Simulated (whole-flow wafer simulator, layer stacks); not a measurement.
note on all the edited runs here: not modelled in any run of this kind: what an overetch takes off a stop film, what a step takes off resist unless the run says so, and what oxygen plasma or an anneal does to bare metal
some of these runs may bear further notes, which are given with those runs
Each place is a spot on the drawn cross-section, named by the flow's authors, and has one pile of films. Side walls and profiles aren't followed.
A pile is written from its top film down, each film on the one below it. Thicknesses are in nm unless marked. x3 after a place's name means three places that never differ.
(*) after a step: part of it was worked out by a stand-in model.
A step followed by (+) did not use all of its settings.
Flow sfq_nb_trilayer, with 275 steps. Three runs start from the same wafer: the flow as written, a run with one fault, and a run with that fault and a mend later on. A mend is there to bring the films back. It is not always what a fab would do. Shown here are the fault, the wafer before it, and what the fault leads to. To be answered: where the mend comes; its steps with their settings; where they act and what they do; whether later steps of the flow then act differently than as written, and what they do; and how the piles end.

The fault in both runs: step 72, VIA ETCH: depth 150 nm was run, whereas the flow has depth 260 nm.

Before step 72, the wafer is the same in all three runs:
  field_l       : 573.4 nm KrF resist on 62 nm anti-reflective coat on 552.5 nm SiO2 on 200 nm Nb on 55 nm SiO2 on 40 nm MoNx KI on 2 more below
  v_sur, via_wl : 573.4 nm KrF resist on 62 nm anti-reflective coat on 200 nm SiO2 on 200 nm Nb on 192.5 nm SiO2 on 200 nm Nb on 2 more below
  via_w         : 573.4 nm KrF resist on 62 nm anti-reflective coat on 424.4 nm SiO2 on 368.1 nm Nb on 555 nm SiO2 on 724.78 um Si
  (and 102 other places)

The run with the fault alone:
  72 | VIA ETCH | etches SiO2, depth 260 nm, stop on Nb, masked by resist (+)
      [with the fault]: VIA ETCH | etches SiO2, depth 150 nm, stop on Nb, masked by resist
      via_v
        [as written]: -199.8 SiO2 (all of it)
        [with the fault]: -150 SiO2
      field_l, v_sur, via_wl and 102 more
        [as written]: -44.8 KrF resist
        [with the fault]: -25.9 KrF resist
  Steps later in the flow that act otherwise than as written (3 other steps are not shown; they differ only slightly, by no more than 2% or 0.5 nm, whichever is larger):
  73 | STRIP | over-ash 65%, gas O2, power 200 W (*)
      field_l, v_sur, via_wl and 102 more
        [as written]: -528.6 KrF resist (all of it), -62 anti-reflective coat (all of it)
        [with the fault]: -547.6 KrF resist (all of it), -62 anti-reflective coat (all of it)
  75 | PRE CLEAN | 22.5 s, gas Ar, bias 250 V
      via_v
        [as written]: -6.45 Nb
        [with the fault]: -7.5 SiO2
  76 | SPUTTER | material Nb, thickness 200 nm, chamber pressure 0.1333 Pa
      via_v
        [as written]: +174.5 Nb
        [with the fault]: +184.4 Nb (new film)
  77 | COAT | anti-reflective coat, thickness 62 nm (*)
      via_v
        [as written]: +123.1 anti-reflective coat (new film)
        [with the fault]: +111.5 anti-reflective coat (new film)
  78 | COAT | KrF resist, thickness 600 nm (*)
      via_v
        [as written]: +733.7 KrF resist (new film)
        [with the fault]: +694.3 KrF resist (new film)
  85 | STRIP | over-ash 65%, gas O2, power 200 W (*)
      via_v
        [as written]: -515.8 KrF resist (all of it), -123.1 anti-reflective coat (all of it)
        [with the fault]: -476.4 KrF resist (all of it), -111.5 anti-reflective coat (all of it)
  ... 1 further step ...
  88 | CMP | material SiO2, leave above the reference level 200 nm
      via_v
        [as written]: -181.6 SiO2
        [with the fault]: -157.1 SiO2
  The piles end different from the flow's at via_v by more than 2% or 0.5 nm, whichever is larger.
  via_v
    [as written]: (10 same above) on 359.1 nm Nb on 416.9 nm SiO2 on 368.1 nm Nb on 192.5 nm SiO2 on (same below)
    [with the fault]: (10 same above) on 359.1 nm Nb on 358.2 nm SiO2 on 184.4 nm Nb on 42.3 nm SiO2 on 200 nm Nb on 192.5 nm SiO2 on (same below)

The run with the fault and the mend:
  The mend stands after step 73.
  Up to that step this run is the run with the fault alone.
  73a | COAT | anti-reflective coat, thickness 62 nm (*) (the flow's step 65, run once more)
      p4_fl x3, p4_w1 x9, p4_g1 x2 and 63 more
        +62 anti-reflective coat (new film)
      r_sur, res, r_end and 7 more
        +61.8 anti-reflective coat (new film)
      c5j, ce_r, sp_r, be_r
        +61.7 anti-reflective coat (new film)
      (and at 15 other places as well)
  73b | COAT | KrF resist, thickness 650 nm (*) (the flow's step 66, run once more)
      p4_fl x3, p4_w1 x9, p4_g1 x2 and 63 more
        +650 KrF resist (new film)
      ln_m5, lsp_m, ln_m6, lsp_r, l0_sur, l0v
        +649.7 KrF resist (new film)
      r_end, moat, field_r, lsp_l
        +649.6 KrF resist (new film)
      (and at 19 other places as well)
  73c | SOFTBAKE | KrF resist (the flow's step 67, run once more)
      leaves every film unchanged at each place that is followed
  73d | EXPOSE | photomask I1, dose 11.91 mJ/cm2, NA 0.6, wavelength 248 nm (*) (the flow's step 68, run once more)
      leaves every film unchanged at each place that is followed
  73e | PEB | KrF resist, 90 s (the flow's step 69, run once more)
      c5j, ce_r, sp_r and 90 more
        -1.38 KrF resist
      field_l, v_sur, via_wl and 9 more
        -1.37 KrF resist
      via_v
        -1.59 KrF resist
  73f | DEVELOP | KrF resist, thickness 650 nm, 60 s (the flow's step 70, run once more)
      field_l, v_sur, via_wl and 102 more
        -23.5 KrF resist
      via_v
        -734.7 KrF resist (all of it)
  73g | VIA ETCH | etches anti-reflective coat, depth 125 nm, masked by resist (+) (the flow's step 71, run once more)
      field_l, v_sur, via_wl and 102 more
        -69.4 KrF resist
      via_v
        -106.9 anti-reflective coat (all of it)
  73h | VIA ETCH | etches SiO2, depth 110 nm, stop on Nb, masked by resist (+) (the flow's step 72, run once more with other settings)
      field_l, v_sur, via_wl and 102 more
        -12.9 KrF resist
      via_v
        -49.8 SiO2 (all of it)
  73i | STRIP | over-ash 65%, gas O2, power 200 W (*) (the flow's step 73, run once more)
      p4_fl x3, p4_w1 x9, p4_g1 x2 and 63 more
        -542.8 KrF resist (all of it), -62 anti-reflective coat (all of it)
      r_end, moat, field_r, lsp_l
        -542.4 KrF resist (all of it), -61.8 anti-reflective coat (all of it)
      ln_m5, lsp_m, ln_m6, lsp_r
        -542.5 KrF resist (all of it), -61.8 anti-reflective coat (all of it)
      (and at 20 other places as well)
  Later steps of the flow that are run all act as written at every place that is followed, up to a difference of at most 2% or 0.5 nm, whichever is larger.
  The piles end only slightly different from the flow's at the places that both follow, by no more than 2% or 0.5 nm, whichever is larger.
